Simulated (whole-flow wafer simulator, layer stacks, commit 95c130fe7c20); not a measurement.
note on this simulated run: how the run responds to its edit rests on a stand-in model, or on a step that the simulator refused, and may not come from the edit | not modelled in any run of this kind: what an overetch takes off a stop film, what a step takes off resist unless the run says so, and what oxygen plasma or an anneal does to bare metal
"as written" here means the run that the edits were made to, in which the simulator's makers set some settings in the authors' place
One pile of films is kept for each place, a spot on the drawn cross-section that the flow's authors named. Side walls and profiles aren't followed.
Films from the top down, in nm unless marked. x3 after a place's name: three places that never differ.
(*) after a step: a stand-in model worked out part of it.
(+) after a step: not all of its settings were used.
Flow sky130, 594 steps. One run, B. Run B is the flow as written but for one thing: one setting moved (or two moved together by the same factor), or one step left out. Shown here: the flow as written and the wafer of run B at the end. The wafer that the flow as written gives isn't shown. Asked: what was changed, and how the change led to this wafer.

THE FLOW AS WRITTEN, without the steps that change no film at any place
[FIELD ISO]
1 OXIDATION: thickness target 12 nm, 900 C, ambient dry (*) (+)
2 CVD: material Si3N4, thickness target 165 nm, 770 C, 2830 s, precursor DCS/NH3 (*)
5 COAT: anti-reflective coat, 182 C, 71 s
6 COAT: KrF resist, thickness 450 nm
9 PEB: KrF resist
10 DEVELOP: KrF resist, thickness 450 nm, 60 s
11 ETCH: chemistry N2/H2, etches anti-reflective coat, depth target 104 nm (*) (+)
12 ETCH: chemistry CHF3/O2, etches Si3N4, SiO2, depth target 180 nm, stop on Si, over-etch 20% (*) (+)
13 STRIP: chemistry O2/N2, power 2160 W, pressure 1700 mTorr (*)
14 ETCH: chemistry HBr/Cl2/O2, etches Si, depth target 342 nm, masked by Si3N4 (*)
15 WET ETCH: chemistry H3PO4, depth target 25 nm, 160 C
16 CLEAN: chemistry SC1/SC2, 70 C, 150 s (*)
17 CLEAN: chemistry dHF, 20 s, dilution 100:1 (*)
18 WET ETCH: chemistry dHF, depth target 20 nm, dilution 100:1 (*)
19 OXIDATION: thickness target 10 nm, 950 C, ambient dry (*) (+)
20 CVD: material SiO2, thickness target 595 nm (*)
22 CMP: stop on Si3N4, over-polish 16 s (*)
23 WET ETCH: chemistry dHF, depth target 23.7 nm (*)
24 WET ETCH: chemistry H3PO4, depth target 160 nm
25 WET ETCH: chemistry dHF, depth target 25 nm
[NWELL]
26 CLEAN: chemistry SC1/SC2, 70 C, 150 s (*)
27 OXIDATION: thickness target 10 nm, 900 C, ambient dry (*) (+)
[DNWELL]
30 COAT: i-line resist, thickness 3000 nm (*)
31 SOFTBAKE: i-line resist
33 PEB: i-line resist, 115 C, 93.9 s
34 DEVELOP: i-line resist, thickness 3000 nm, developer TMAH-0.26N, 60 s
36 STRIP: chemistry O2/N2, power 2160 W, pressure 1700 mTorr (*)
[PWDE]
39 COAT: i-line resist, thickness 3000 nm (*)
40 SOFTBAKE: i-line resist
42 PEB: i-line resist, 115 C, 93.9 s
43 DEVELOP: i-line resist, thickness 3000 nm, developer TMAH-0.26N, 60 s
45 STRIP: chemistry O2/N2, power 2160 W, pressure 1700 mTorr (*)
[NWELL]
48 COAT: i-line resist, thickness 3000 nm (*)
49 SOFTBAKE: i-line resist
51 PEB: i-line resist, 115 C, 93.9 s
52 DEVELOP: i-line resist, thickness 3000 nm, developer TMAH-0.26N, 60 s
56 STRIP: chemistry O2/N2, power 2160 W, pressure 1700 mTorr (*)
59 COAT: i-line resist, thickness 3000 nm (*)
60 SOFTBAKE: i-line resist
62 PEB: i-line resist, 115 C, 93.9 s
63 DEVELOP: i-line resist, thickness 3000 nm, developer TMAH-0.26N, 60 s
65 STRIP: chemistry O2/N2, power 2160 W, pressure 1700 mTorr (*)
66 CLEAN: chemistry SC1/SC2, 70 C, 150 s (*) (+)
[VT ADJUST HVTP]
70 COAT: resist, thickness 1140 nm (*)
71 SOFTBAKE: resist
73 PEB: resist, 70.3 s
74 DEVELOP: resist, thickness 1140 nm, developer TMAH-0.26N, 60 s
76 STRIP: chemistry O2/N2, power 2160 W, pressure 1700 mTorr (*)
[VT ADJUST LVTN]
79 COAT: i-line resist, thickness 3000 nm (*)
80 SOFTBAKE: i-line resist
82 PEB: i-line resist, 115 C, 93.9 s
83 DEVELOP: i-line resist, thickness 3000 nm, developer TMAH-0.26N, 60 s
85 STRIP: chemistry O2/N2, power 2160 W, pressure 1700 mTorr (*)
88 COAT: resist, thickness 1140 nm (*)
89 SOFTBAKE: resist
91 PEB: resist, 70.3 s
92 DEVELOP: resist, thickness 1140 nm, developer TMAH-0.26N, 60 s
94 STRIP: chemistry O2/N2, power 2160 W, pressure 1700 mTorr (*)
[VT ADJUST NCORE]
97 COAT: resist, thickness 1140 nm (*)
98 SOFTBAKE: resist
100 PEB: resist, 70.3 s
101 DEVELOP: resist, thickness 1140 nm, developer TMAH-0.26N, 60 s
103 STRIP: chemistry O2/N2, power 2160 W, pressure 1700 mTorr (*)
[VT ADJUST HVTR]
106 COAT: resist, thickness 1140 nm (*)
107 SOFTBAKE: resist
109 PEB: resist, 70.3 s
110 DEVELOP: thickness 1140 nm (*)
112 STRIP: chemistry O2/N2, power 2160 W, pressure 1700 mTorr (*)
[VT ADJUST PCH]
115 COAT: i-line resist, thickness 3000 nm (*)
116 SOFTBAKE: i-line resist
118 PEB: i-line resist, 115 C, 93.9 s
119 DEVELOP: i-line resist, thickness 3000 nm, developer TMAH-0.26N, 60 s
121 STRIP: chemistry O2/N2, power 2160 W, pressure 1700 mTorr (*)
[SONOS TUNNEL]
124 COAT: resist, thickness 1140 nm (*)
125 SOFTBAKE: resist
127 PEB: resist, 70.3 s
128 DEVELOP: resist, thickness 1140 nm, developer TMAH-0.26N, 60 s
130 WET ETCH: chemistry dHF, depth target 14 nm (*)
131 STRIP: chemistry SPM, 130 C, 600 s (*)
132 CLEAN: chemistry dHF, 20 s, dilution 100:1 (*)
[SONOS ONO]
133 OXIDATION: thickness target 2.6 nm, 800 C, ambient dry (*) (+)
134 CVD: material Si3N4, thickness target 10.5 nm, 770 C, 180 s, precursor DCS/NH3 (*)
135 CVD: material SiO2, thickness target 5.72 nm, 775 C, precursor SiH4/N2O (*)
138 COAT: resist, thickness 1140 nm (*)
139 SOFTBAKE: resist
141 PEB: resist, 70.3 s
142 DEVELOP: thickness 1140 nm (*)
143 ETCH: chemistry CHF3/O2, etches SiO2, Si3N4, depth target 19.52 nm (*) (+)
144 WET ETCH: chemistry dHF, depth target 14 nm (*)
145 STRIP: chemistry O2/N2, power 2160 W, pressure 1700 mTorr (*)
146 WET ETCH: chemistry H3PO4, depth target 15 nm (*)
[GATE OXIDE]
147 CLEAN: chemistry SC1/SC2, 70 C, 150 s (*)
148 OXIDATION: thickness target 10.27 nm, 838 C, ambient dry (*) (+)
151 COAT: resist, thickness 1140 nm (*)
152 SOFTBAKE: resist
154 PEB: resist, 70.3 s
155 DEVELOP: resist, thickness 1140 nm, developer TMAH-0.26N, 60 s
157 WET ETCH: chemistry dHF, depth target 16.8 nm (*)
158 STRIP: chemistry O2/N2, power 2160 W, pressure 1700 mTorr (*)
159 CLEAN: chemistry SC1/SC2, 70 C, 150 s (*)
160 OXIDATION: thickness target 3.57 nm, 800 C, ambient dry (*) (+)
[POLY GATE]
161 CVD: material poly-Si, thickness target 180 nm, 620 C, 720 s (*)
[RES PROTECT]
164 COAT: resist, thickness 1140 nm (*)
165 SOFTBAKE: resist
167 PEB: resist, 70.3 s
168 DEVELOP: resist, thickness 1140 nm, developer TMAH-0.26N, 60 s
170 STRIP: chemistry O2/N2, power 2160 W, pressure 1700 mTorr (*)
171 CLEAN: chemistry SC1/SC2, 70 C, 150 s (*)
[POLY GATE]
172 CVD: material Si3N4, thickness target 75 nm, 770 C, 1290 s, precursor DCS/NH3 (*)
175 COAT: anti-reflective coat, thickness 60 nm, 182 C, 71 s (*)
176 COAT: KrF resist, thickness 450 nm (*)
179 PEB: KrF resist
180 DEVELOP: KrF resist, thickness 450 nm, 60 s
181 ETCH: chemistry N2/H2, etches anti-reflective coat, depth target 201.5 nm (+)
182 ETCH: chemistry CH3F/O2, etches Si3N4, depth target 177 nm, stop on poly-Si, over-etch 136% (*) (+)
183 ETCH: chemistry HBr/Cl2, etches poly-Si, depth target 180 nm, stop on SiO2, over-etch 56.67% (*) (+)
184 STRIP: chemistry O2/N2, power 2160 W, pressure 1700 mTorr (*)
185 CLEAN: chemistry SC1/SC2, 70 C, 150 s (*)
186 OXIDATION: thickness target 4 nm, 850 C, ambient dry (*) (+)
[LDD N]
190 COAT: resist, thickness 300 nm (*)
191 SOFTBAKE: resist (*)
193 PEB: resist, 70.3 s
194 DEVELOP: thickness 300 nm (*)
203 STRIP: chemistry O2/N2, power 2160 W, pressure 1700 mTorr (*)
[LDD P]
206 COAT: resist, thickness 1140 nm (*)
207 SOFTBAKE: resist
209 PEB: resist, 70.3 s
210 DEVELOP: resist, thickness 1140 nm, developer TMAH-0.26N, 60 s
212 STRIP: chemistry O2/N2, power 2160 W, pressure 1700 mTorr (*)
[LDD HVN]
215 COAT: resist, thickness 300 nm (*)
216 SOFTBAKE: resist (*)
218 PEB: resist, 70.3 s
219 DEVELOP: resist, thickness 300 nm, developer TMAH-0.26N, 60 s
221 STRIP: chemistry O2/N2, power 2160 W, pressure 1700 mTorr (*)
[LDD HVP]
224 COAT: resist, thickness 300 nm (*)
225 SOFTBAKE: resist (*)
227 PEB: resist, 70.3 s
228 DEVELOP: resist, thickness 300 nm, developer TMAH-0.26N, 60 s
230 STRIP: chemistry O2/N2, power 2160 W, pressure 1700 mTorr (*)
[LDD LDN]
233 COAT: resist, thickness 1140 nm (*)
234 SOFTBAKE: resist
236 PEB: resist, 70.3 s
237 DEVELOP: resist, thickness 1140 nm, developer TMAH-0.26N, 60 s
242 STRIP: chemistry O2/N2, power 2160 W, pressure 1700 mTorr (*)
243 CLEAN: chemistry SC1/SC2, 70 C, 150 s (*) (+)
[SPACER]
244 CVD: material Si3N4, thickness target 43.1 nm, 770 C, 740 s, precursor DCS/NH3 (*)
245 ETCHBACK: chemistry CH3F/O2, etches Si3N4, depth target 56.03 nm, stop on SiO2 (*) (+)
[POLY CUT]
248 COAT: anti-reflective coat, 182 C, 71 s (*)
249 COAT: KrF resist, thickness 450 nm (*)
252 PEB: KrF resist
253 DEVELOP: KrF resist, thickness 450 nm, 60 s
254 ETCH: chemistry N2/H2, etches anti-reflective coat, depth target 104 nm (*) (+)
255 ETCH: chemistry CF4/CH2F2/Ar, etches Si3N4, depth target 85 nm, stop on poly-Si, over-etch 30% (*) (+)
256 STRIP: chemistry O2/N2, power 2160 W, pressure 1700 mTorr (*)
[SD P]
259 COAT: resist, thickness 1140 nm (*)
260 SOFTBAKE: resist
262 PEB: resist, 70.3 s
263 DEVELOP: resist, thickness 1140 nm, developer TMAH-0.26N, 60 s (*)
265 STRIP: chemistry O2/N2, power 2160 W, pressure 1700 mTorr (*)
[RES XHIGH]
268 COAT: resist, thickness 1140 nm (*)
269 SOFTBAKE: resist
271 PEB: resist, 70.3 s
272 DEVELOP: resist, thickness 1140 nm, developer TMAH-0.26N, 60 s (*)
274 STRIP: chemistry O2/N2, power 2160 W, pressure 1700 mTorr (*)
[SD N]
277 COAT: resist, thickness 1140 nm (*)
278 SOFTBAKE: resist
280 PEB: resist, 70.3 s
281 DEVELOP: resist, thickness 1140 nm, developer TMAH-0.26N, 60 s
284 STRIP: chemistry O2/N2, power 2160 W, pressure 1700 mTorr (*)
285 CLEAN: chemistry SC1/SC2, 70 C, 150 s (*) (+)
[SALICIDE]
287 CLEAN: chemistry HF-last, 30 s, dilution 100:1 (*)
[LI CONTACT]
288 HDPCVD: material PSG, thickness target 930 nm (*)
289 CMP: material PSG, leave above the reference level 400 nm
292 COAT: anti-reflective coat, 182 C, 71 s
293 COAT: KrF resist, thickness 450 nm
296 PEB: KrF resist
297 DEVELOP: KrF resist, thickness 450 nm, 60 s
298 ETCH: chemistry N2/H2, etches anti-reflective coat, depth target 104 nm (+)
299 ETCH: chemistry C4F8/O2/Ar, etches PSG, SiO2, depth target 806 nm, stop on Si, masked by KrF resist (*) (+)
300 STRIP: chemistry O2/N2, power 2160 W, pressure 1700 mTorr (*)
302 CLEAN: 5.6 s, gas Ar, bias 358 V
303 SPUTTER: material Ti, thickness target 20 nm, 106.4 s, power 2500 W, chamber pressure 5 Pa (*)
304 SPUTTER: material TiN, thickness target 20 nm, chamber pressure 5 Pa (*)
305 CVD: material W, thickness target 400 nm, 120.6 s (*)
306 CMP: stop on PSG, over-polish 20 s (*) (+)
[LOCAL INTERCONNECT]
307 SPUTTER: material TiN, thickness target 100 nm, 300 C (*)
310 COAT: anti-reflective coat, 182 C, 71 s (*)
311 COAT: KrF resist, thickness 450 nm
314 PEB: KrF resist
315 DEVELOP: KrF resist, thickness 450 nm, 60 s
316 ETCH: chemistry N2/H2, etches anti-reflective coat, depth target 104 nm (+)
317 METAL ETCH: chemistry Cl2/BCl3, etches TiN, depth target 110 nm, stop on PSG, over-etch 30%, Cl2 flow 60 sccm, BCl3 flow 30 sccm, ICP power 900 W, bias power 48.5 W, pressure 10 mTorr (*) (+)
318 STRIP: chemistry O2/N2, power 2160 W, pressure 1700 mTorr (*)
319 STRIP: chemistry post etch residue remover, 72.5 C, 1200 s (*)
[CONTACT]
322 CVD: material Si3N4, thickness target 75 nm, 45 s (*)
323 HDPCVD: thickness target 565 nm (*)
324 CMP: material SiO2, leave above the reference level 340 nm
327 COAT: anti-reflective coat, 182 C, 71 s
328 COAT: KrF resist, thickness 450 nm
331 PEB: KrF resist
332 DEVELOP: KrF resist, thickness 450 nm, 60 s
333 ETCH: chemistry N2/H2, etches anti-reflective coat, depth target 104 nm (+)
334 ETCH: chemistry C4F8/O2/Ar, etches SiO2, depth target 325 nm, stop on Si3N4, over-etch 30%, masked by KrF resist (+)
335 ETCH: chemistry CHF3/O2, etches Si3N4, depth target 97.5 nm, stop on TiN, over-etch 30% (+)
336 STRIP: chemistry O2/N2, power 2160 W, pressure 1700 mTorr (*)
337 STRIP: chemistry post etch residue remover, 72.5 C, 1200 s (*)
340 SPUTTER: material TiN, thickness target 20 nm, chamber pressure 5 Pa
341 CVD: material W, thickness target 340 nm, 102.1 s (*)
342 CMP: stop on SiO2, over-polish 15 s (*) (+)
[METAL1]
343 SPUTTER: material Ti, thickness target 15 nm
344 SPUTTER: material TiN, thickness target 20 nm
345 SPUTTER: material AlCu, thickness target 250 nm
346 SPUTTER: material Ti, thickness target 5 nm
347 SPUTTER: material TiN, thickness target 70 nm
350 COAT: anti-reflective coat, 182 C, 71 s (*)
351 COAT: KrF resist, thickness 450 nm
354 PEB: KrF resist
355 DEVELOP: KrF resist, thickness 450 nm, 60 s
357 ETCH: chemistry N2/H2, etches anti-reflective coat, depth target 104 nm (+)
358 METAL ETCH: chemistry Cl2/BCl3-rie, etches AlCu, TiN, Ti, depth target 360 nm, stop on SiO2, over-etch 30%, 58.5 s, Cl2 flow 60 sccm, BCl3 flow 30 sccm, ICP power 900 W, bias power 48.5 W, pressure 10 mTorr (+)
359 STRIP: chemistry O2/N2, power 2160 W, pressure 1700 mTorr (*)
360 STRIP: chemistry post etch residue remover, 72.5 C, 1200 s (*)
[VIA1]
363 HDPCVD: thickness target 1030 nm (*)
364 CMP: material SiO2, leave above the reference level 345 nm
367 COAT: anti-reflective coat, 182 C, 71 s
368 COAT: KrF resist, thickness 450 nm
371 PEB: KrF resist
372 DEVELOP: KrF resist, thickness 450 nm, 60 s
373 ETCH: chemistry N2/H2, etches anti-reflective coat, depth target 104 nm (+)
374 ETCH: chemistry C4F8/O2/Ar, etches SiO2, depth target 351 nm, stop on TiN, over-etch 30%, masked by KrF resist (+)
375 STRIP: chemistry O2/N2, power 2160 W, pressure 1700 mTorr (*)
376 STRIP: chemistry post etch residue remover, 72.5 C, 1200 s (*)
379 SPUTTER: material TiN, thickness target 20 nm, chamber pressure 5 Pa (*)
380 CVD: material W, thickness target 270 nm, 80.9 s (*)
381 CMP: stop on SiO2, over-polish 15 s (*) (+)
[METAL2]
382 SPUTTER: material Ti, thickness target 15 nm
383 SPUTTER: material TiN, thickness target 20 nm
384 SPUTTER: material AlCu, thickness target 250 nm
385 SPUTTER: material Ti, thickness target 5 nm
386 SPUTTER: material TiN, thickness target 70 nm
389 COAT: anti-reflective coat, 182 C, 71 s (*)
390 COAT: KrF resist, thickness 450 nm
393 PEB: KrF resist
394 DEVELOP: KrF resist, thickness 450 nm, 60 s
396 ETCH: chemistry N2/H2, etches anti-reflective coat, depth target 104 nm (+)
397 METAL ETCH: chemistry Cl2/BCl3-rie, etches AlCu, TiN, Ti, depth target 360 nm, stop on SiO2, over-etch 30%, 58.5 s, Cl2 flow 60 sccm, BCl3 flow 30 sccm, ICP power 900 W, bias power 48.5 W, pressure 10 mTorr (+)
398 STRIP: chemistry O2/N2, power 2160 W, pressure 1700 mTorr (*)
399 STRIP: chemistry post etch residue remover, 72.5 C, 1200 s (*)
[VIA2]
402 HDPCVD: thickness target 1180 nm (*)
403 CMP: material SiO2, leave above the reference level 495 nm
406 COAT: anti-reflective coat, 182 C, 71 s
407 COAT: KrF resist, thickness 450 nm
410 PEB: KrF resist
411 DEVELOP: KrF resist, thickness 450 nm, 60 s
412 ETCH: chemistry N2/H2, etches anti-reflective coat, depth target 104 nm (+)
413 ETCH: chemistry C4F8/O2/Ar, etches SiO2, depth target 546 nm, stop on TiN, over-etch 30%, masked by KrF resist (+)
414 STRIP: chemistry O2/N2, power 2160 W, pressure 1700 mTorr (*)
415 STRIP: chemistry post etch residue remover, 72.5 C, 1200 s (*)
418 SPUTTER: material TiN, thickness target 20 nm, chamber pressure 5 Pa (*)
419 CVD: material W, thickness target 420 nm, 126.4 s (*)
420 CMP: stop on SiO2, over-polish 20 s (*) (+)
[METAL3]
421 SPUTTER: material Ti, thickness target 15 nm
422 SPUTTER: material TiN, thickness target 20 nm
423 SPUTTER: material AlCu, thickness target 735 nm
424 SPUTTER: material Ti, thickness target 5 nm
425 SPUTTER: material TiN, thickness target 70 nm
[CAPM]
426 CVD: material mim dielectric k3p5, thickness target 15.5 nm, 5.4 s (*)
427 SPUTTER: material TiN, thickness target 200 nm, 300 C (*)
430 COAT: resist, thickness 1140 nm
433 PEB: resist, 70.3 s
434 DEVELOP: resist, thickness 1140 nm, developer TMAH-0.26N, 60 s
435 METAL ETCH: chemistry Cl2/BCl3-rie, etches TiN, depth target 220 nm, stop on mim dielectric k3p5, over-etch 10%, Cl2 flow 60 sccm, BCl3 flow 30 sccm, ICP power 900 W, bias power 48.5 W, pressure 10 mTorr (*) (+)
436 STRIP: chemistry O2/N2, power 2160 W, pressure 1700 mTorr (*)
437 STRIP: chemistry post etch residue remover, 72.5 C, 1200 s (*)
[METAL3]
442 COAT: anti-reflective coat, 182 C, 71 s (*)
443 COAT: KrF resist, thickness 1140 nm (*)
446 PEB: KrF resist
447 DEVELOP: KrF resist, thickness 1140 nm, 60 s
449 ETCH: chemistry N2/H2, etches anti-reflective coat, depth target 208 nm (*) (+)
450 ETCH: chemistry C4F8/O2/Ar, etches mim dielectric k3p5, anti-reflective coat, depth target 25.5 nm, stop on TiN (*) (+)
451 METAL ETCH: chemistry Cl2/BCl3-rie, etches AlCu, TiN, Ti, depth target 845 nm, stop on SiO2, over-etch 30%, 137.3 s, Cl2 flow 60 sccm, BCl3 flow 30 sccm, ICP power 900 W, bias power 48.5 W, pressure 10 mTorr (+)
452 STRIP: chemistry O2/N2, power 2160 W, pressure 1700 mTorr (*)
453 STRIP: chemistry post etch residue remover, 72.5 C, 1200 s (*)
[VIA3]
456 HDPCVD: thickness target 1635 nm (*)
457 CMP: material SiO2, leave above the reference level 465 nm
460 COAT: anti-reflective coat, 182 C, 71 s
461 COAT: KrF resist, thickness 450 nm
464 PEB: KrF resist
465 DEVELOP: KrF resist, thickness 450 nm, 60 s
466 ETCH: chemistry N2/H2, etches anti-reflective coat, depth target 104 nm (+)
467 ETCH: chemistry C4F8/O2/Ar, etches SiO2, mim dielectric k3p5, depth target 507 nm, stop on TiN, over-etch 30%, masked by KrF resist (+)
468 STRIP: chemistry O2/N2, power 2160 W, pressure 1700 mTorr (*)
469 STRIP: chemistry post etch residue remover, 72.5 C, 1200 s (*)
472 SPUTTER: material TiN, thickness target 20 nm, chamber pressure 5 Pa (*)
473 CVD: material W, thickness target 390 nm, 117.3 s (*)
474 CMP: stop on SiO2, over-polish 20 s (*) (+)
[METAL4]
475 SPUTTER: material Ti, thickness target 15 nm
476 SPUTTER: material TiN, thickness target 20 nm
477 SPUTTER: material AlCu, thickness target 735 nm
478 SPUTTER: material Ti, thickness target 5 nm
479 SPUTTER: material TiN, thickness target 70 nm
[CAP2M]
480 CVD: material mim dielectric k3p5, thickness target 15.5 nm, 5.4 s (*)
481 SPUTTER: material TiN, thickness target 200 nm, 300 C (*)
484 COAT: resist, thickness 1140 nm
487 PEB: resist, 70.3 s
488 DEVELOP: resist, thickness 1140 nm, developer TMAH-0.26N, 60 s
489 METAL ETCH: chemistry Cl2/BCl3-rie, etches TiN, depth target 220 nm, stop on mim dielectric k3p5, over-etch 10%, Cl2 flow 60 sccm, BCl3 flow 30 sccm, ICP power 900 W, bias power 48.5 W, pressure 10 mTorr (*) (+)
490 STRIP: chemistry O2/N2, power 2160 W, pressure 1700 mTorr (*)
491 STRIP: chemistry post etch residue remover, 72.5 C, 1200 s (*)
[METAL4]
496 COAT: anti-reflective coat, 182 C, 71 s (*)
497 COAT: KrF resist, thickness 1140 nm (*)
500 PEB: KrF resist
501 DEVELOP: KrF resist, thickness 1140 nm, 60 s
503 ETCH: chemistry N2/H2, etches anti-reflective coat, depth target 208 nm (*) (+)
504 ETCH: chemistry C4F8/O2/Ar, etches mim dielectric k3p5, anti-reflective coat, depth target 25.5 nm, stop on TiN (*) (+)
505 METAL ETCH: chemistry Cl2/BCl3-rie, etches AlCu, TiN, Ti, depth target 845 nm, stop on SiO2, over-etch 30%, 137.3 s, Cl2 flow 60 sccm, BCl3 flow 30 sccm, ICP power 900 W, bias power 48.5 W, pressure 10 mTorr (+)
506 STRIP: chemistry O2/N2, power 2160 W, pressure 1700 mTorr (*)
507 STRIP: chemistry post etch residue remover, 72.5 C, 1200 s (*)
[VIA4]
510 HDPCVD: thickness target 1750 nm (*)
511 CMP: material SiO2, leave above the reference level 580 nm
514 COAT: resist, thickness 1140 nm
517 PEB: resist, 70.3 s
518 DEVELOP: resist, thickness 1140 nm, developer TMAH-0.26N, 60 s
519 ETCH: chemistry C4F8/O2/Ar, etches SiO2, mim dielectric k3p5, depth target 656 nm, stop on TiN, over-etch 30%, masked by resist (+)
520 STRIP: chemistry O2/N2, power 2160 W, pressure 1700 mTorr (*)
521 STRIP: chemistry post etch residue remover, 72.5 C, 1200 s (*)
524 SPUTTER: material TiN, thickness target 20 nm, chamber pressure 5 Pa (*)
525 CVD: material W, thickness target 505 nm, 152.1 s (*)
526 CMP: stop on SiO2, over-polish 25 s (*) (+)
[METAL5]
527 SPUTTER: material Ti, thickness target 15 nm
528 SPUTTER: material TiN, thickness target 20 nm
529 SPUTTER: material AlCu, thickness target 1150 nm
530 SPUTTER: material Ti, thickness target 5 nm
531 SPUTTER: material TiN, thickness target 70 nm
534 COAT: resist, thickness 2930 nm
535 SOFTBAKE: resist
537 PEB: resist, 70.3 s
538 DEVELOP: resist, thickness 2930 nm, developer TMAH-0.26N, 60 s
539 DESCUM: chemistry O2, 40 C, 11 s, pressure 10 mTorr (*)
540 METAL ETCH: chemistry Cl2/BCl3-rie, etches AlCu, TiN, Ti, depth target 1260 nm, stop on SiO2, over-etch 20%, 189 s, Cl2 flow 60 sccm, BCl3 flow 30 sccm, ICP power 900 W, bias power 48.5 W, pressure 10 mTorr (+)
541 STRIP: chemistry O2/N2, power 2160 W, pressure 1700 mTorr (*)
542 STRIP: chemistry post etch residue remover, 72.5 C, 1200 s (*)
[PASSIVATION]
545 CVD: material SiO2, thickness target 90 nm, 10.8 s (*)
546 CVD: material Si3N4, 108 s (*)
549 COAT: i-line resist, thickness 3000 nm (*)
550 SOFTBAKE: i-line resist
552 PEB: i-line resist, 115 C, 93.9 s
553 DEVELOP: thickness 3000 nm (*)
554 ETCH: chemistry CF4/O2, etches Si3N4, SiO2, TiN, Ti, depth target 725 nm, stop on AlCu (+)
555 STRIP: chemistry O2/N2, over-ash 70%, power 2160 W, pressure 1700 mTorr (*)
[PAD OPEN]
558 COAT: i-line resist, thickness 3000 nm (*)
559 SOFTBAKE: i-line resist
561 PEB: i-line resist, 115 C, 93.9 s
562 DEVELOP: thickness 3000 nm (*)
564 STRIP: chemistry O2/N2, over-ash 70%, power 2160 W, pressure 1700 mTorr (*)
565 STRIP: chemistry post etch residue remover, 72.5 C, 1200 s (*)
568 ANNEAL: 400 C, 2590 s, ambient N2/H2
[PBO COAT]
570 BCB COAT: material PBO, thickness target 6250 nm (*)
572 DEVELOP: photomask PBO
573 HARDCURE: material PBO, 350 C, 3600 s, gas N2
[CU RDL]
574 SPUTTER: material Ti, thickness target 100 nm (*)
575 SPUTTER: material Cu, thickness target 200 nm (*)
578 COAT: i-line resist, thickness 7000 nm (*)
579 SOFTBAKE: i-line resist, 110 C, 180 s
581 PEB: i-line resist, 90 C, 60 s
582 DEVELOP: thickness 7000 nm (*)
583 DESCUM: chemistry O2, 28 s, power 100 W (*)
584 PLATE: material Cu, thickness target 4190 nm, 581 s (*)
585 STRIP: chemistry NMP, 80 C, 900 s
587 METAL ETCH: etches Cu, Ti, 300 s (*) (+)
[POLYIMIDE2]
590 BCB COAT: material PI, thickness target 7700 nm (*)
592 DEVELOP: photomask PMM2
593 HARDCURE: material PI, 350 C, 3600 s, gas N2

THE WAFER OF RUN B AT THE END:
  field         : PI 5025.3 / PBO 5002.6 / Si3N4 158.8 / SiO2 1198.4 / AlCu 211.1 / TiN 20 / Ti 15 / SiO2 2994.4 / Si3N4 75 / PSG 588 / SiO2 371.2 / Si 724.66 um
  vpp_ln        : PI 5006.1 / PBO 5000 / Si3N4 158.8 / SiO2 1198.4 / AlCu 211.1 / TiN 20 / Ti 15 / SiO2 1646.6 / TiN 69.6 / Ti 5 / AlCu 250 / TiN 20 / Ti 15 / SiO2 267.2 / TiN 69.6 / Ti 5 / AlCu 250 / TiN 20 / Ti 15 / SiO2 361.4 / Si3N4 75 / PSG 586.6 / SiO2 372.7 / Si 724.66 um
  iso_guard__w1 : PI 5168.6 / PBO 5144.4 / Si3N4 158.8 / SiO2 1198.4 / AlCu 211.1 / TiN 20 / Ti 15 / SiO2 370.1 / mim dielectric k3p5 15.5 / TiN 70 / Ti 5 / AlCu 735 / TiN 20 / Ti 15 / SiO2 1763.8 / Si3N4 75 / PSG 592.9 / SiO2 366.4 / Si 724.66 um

The cause: step 505, METAL ETCH: depth target 456.3 nm was run, where the flow has depth target 845 nm; step 505, METAL ETCH: 74.1 s was run, where the flow has 137.3 s.

How the change led to this, step by step:
  505 METAL ETCH: chemistry Cl2/BCl3-rie, etches AlCu, TiN, Ti, depth target 845 nm, stop on SiO2, over-etch 30%, 137.3 s, Cl2 flow 60 sccm, BCl3 flow 30 sccm, ICP power 900 W, bias power 48.5 W, pressure 10 mTorr (+)
      field, gate, spacer and 68 more: TiN -70 (all of it), Ti -5 (all of it), AlCu -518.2 (as written it would be: TiN -70 (all of it), Ti -5 (all of it), AlCu -735 (all of it), TiN -20 (all of it), Ti -15 (all of it), SiO2 -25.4)
      active, vpp_iso1, mim_edge_plate and 14 more: TiN -70 (all of it), Ti -5 (all of it), AlCu -518.2 (as written it would be: TiN -70 (all of it), Ti -5 (all of it), AlCu -735 (all of it), TiN -20 (all of it), Ti -15 (all of it), SiO2 -25.3)
      (and at 105 more places)
  506 STRIP: chemistry O2/N2, power 2160 W, pressure 1700 mTorr (*)
      gate_hv, mim, dice_street and 75 more: KrF resist -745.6 (all of it), anti-reflective coat -80 (all of it) (as written it would be: KrF resist -492.9 (all of it), anti-reflective coat -80 (all of it))
      n_well, p_well, sd_n, sd_p, pad, vpp_tail, mim_edge_plate_strap, mim_edge_gap_sheet: KrF resist -745.5 (all of it), anti-reflective coat -80 (all of it) (as written it would be: KrF resist -492.9 (all of it), anti-reflective coat -80 (all of it))
      (and at 19 more places)
  507 STRIP: chemistry post etch residue remover, 72.5 C, 1200 s (*)
      field, active, gate and 85 more: AlCu -5.72 (as written it would be: nothing)
  510 HDPCVD: thickness target 1750 nm (*)
      field, active, gate and 85 more: SiO2 +1750 (new film) (as written it would be: SiO2 +1750)
  511 CMP: material SiO2, leave above the reference level 580 nm
      field, active, gate and 77 more: SiO2 -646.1 (as written it would be: SiO2 -374.7)
      iso_guard__w1, mim_edge_gap, vpp_l1ln, vpp_m3ln, rpm_encl, via2_enc, rpm_encl_psd, iso_guard_nsd_tip: SiO2 -646.1 (as written it would be: SiO2 -374.6)
Counting metal films that touch as one body, field has 1 body; the flow as written gives 0 bodies.
Counting metal films that touch as one body, vpp_ln has 3 bodies (between them, from the top down: SiO2 1646.6; SiO2 267.2); the flow as written gives 2 bodies (between them, from the top down: SiO2 267.2).
Counting metal films that touch as one body, iso_guard__w1 has 2 bodies (between them, from the top down: SiO2 370.1 / mim dielectric k3p5 15.5); the flow as written gives 1 body.
